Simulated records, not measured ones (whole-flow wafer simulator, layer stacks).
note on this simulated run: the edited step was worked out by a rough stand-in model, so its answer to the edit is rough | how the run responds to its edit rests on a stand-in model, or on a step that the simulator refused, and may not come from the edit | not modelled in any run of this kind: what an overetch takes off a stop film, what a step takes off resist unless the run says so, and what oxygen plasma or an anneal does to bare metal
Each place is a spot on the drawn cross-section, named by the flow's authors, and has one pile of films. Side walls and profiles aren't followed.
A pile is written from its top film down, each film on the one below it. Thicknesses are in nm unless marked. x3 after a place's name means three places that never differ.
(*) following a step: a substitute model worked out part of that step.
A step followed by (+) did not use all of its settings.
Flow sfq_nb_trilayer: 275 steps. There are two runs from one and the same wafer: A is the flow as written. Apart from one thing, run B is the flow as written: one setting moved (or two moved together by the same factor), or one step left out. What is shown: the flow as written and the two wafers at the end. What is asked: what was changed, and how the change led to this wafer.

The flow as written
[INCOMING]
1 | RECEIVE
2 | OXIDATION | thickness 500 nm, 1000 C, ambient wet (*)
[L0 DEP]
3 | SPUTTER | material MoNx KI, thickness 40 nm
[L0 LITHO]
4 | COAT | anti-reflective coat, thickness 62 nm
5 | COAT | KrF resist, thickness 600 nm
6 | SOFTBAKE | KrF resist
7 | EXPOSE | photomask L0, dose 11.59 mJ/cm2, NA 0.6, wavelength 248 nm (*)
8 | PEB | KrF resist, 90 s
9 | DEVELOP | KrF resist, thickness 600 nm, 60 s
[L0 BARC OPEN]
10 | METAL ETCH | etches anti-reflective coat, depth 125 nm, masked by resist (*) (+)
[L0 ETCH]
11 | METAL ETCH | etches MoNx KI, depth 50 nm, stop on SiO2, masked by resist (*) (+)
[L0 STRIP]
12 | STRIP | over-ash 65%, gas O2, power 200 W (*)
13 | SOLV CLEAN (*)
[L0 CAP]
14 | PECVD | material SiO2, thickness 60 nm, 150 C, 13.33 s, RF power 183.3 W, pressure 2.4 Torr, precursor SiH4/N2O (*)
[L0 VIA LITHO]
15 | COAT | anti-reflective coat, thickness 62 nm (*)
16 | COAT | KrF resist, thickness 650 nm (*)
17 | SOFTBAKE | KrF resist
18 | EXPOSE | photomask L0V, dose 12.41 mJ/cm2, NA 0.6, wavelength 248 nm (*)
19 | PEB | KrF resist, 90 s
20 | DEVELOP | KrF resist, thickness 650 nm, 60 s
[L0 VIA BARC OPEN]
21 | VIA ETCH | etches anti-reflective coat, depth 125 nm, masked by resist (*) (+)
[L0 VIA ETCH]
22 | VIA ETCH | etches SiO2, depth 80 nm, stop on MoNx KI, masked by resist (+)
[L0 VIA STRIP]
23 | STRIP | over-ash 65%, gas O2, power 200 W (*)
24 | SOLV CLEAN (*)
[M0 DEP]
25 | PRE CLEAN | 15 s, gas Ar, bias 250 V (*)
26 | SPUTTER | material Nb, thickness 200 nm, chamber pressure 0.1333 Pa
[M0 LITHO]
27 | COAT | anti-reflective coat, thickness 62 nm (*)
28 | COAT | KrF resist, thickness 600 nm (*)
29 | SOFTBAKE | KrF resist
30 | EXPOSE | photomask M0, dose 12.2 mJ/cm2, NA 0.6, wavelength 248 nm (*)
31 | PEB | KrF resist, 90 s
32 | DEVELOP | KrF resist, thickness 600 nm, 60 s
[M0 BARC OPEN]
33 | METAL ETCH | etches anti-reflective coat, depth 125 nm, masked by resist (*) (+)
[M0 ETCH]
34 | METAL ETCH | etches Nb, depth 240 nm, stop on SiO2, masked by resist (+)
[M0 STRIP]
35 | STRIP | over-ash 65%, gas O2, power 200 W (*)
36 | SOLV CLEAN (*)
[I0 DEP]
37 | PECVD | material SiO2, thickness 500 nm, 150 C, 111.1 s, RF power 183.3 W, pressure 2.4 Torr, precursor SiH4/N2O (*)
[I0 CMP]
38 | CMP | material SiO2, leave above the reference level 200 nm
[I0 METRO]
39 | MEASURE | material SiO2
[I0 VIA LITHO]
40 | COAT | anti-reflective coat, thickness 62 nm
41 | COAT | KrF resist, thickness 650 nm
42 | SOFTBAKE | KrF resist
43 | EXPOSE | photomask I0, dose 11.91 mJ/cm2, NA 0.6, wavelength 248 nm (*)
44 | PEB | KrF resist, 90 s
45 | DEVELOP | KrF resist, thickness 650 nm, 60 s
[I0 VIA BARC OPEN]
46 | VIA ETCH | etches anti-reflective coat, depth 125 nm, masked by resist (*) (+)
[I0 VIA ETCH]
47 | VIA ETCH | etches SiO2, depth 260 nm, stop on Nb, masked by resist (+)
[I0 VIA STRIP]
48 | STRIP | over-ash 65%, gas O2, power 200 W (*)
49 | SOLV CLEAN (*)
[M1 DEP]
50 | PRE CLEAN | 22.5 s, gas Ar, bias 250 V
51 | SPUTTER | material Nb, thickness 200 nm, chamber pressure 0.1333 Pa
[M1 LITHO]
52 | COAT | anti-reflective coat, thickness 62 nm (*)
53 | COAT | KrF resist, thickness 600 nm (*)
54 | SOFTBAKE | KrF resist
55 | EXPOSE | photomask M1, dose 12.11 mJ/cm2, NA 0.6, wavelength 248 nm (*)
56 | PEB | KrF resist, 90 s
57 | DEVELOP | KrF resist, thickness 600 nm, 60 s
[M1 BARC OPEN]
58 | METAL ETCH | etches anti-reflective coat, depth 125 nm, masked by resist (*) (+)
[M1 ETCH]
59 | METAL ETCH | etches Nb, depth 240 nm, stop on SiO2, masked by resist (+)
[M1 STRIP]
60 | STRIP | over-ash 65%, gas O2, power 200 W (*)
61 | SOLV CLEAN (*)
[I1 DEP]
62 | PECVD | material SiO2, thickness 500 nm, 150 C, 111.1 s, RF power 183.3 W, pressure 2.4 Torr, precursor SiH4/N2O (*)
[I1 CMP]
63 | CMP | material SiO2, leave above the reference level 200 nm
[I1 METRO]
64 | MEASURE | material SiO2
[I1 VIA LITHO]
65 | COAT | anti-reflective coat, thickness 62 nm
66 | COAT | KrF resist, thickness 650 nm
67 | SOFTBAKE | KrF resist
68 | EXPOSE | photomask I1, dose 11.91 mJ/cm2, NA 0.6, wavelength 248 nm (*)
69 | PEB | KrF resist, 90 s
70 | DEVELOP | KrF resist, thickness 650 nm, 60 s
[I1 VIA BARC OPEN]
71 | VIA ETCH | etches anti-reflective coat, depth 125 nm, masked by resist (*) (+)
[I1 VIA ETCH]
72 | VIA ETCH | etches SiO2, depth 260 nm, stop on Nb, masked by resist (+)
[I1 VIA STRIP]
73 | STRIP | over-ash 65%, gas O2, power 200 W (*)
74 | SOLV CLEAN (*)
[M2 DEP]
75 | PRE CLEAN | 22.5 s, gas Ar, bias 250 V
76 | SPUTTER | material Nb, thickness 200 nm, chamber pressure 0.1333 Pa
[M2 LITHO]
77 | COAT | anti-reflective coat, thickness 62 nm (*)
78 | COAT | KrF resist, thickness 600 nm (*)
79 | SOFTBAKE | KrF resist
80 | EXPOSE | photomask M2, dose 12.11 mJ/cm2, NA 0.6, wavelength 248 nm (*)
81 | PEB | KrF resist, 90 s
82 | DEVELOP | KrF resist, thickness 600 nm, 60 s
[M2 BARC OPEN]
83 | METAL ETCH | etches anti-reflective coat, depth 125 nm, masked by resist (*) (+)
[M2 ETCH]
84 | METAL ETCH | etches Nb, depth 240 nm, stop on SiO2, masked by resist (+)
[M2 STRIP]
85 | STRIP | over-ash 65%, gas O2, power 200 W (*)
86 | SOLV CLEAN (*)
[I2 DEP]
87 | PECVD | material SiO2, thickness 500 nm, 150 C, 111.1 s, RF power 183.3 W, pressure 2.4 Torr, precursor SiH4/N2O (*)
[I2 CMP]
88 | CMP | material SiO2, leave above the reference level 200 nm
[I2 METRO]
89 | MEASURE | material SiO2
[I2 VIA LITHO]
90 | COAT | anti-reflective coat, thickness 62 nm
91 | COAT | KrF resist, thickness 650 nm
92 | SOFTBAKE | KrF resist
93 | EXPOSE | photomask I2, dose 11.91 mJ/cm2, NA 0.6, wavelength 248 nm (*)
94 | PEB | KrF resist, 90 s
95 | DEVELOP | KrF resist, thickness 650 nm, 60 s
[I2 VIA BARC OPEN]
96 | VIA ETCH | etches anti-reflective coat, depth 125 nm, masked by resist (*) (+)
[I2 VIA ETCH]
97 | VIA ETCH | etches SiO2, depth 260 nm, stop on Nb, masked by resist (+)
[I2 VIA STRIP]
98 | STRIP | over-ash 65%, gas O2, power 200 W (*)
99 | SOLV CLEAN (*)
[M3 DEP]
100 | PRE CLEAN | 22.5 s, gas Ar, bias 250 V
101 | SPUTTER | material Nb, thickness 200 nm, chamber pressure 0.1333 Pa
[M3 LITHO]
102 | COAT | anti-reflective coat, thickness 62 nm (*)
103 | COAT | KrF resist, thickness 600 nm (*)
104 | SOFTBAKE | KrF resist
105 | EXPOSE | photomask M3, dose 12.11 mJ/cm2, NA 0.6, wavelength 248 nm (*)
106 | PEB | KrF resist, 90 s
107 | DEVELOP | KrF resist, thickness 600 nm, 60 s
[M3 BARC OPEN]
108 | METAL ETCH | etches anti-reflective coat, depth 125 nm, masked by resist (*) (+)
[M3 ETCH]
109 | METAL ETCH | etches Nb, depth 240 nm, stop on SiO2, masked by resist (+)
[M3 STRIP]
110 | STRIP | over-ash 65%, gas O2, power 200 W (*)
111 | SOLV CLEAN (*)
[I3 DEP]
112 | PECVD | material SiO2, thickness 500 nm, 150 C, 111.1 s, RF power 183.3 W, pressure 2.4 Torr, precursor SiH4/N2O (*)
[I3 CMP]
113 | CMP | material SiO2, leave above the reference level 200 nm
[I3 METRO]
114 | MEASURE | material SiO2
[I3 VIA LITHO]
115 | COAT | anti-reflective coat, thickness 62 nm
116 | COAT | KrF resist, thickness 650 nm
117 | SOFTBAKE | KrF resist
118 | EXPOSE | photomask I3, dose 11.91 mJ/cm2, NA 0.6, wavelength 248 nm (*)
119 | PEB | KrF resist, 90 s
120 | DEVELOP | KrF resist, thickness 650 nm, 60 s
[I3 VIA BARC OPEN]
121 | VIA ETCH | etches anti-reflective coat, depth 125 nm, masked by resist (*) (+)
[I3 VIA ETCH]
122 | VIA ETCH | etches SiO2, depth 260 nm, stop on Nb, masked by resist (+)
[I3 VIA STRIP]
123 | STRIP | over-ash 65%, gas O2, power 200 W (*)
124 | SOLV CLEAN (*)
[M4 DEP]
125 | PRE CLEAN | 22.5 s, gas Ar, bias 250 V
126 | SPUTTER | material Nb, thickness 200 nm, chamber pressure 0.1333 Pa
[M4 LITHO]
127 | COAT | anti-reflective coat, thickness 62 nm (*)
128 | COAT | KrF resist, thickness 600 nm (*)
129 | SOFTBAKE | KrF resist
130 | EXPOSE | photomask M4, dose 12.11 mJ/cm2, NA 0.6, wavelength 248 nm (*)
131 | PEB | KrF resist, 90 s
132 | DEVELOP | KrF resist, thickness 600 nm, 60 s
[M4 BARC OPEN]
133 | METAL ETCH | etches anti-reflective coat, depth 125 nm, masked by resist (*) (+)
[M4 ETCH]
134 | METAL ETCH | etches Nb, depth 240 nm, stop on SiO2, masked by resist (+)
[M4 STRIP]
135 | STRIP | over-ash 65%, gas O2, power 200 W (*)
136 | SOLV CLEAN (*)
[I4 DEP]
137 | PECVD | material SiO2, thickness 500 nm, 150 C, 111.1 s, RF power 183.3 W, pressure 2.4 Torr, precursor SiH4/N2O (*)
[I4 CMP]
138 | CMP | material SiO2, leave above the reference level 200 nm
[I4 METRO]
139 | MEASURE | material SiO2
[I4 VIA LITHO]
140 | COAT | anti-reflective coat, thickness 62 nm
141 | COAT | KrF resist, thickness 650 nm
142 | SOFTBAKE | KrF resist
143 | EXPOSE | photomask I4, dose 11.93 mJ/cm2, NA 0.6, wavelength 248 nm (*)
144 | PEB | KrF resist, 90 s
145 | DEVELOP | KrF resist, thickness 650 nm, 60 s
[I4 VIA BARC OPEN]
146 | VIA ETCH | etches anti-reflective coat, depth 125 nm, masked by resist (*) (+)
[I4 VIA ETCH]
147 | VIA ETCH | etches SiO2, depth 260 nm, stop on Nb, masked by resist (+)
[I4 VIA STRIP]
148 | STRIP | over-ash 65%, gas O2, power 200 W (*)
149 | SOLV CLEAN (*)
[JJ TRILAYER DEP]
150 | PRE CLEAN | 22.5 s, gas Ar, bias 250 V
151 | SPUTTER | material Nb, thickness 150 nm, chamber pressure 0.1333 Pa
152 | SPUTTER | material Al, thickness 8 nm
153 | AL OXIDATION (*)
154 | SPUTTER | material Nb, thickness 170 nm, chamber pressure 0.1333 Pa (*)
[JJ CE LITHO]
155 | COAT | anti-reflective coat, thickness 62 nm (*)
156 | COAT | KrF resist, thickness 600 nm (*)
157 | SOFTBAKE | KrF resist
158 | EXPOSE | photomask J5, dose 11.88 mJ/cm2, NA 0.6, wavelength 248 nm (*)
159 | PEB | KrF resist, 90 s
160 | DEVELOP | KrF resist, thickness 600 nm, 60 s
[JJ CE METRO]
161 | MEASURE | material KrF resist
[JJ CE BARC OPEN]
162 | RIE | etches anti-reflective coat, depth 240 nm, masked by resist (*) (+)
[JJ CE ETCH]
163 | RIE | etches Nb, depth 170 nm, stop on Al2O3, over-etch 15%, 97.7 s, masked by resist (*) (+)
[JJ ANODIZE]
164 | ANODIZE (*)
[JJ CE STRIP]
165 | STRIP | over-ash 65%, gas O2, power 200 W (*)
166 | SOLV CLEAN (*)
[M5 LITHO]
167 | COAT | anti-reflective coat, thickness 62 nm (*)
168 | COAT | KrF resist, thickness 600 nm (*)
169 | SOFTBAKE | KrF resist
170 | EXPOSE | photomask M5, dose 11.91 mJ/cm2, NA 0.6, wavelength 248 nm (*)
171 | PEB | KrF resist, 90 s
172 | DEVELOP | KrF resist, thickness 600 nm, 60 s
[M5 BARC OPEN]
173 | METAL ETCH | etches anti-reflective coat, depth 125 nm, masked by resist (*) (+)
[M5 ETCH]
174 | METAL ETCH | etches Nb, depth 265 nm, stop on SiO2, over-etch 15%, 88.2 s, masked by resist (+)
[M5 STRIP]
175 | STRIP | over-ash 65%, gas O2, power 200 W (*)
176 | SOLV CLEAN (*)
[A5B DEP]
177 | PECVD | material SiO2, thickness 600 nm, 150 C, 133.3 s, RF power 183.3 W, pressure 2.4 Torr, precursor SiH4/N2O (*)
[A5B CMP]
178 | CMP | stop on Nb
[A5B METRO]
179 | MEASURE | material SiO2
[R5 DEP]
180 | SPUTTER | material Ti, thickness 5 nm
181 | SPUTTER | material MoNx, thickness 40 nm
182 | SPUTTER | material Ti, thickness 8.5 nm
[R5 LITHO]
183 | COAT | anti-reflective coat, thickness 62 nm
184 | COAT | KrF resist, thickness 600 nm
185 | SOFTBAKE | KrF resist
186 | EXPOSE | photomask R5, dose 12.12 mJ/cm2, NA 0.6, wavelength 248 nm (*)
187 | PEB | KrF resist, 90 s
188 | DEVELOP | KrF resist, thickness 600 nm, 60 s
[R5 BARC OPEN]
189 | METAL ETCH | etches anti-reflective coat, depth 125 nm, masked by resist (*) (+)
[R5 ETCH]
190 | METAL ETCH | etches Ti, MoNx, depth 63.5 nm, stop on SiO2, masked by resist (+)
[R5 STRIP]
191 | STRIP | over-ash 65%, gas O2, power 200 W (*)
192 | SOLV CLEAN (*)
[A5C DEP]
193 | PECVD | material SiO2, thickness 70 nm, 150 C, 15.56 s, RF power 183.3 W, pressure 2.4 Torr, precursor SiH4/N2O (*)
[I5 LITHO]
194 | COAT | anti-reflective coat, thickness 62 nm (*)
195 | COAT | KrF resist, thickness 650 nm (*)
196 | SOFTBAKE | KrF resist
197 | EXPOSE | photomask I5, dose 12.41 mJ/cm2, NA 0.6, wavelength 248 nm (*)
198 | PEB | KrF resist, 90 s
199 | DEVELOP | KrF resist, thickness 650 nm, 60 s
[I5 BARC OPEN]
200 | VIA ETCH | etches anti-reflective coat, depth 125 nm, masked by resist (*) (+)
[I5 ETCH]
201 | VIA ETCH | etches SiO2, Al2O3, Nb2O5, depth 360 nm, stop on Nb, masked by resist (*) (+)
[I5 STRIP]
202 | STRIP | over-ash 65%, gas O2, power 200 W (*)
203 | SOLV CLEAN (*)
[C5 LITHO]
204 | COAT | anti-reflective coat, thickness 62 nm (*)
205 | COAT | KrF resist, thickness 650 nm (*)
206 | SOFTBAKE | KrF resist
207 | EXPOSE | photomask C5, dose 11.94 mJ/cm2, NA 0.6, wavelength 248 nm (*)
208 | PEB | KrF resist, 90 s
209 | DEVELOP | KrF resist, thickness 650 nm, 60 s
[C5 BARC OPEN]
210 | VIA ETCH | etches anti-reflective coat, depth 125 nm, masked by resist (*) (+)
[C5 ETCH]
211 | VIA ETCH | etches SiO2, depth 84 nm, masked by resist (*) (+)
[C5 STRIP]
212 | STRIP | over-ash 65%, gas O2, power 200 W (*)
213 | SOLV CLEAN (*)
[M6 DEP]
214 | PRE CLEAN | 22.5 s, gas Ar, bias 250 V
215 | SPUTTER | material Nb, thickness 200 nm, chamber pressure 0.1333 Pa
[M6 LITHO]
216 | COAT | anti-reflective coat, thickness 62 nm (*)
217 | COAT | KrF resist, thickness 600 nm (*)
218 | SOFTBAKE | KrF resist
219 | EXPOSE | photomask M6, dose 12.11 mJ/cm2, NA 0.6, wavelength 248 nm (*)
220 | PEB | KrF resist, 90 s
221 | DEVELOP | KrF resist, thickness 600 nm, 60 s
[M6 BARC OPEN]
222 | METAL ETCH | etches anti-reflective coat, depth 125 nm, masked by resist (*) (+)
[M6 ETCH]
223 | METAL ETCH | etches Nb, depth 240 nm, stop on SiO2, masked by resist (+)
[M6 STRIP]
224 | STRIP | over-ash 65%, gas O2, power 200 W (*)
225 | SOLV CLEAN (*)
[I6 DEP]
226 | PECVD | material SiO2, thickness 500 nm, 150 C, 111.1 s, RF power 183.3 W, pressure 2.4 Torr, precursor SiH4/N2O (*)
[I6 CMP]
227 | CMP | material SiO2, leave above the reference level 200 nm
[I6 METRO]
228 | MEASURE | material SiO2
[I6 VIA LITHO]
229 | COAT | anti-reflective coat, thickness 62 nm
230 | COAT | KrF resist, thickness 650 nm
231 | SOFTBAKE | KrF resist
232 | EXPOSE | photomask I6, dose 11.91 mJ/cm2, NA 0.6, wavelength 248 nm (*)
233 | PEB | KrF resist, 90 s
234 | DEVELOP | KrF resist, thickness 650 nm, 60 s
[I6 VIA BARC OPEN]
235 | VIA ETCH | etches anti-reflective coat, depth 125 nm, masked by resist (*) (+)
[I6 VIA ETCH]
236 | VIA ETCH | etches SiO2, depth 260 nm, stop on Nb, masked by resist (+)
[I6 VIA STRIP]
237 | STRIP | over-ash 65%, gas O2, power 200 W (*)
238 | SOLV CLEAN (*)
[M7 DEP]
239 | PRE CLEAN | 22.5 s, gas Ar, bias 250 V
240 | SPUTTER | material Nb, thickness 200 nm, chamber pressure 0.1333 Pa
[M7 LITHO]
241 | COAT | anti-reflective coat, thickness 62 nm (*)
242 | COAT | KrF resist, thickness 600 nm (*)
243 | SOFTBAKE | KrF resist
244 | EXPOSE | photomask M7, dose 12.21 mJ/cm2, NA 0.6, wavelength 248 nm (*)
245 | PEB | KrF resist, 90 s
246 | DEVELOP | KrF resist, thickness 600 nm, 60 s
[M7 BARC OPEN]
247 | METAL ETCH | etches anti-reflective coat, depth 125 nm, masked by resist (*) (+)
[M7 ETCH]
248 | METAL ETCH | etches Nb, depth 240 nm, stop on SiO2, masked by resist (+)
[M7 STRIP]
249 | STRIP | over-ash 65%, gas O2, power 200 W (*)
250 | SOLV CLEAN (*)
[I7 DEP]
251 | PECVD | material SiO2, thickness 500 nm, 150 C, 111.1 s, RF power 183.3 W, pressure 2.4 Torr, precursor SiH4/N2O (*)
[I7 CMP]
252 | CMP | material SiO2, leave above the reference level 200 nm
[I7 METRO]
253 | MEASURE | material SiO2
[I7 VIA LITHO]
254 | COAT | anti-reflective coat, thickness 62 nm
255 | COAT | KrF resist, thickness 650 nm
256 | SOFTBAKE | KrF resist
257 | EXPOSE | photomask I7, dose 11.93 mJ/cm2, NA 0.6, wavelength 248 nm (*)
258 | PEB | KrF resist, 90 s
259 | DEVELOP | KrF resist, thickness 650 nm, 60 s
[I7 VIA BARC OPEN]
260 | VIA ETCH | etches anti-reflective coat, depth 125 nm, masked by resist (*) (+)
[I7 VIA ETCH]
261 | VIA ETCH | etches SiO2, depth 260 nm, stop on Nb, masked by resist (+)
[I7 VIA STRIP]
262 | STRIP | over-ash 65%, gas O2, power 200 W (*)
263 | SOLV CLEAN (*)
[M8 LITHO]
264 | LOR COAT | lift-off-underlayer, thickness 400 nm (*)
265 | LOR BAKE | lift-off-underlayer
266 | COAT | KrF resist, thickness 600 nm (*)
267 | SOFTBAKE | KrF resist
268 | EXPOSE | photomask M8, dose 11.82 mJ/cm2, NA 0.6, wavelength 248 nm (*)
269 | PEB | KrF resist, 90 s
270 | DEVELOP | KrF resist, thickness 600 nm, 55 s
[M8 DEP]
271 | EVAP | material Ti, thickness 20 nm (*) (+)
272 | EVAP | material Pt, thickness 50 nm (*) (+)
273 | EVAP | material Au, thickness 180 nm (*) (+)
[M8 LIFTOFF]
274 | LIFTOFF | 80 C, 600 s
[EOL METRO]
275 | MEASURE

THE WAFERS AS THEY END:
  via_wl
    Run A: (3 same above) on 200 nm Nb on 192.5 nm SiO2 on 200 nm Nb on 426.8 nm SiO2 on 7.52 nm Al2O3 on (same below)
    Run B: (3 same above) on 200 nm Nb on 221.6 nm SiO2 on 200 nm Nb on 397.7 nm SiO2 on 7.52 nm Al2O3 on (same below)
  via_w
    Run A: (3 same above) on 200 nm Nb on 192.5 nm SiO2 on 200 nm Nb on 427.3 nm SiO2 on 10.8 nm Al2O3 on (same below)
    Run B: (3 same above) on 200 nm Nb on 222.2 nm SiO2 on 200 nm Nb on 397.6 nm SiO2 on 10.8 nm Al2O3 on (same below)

Cause: step 177, PECVD: thickness 354 nm was run, whereas the flow has thickness 600 nm; step 177, PECVD: 78.67 s was run, where the flow has 133.3 s.

The path from the change to this, step by step:
  177 | PECVD | material SiO2, thickness 600 nm, 150 C, 133.3 s, RF power 183.3 W, pressure 2.4 Torr, precursor SiH4/N2O (*)
      v_sur, via_sp, via_v and 47 more: A SiO2 gains 600 (new film) | B SiO2 gains 354 (new film)
      field_l, p4_fl x3, p4_w1 x9 and 29 more: A SiO2 gains 600 | B SiO2 gains 354
      (also at 14 further places)
  178 | CMP | stop on Nb
      via_wl, via_wr: A SiO2 loses 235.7 | B nothing
      via_w: A SiO2 loses 235.2 | B nothing
      (also at 103 further places)
  181 | SPUTTER | material MoNx, thickness 40 nm
      via_wl, via_wr: A MoNx gains 40 (new film) | B MoNx gains 37.5 (new film)
  182 | SPUTTER | material Ti, thickness 8.5 nm
      via_wl, via_wr: A Ti gains 8.5 (new film) | B Ti gains 7.85 (new film)
  183 | COAT | anti-reflective coat, thickness 62 nm
      via_wl, via_wr: A anti-reflective coat gains 62 (new film) | B anti-reflective coat gains 80.3 (new film)
      v_sur: A anti-reflective coat gains 62 (new film) | B anti-reflective coat gains 57.9 (new film)
      (also at 2 further places)
  184 | COAT | KrF resist, thickness 600 nm
      via_w: A KrF resist gains 600 (new film) | B KrF resist gains 614.3 (new film)
  188 | DEVELOP | KrF resist, thickness 600 nm, 60 s
      via_w: A KrF resist loses 598.7 (all of it) | B KrF resist loses 613 (all of it)
  189 | METAL ETCH | etches anti-reflective coat, depth 125 nm, masked by resist (*) (+)
      via_wl, via_wr: A anti-reflective coat loses 62 (all of it) | B anti-reflective coat loses 80.3 (all of it)
      v_sur: A anti-reflective coat loses 62 (all of it) | B anti-reflective coat loses 57.9 (all of it)
      (also at 2 further places)
  190 | METAL ETCH | etches Ti, MoNx, depth 63.5 nm, stop on SiO2, masked by resist (+)
      via_wl, via_wr: A Ti loses 8.5 (all of it), MoNx loses 40 (all of it), Ti loses 5 (all of it) | B Ti loses 7.85 (all of it), MoNx loses 37.5 (all of it), Ti loses 4.65 (all of it)
  194 | COAT | anti-reflective coat, thickness 62 nm (*)
      v_sur: A anti-reflective coat gains 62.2 (new film) | B anti-reflective coat gains 58 (new film)
      via_wl: A anti-reflective coat gains 62.2 (new film) | B anti-reflective coat gains 76.4 (new film)
      (also at 3 further places)
  195 | COAT | KrF resist, thickness 650 nm (*)
      via_w: A KrF resist gains 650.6 (new film) | B KrF resist gains 665.5 (new film)
  202 | STRIP | over-ash 65%, gas O2, power 200 W (*)
      v_sur: A KrF resist loses 333.7 (all of it), anti-reflective coat loses 62.2 (all of it) | B KrF resist loses 332.9 (all of it), anti-reflective coat loses 58 (all of it)
      via_wl: A KrF resist loses 333.7 (all of it), anti-reflective coat loses 62.2 (all of it) | B KrF resist loses 342.2 (all of it), anti-reflective coat loses 76.4 (all of it)
      (also at 3 further places)
  204 | COAT | anti-reflective coat, thickness 62 nm (*)
      v_sur: A anti-reflective coat gains 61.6 (new film) | B anti-reflective coat gains 57.4 (new film)
      via_wl: A anti-reflective coat gains 61.6 (new film) | B anti-reflective coat gains 75.8 (new film)
      (also at 3 further places)
  205 | COAT | KrF resist, thickness 650 nm (*)
      via_w: A KrF resist gains 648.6 (new film) | B KrF resist gains 663.5 (new film)
  212 | STRIP | over-ash 65%, gas O2, power 200 W (*)
      v_sur: A KrF resist loses 562.4 (all of it), anti-reflective coat loses 61.6 (all of it) | B KrF resist loses 561.5 (all of it), anti-reflective coat loses 57.4 (all of it)
      via_wl: A KrF resist loses 562.3 (all of it), anti-reflective coat loses 61.6 (all of it) | B KrF resist loses 570.6 (all of it), anti-reflective coat loses 75.8 (all of it)
      (also at 3 further places)
  216 | COAT | anti-reflective coat, thickness 62 nm (*)
      v_sur: A anti-reflective coat gains 61.6 (new film) | B anti-reflective coat gains 57 (new film)
      via_wl: A anti-reflective coat gains 61.5 (new film) | B anti-reflective coat gains 74.4 (new film)
      (also at 3 further places)
  ... 2 other steps ...
  227 | CMP | material SiO2, leave above the reference level 200 nm
      via_wl, via_wr: A SiO2 loses 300 | B SiO2 loses 270.9
      via_w: A SiO2 loses 300 | B SiO2 loses 270.3
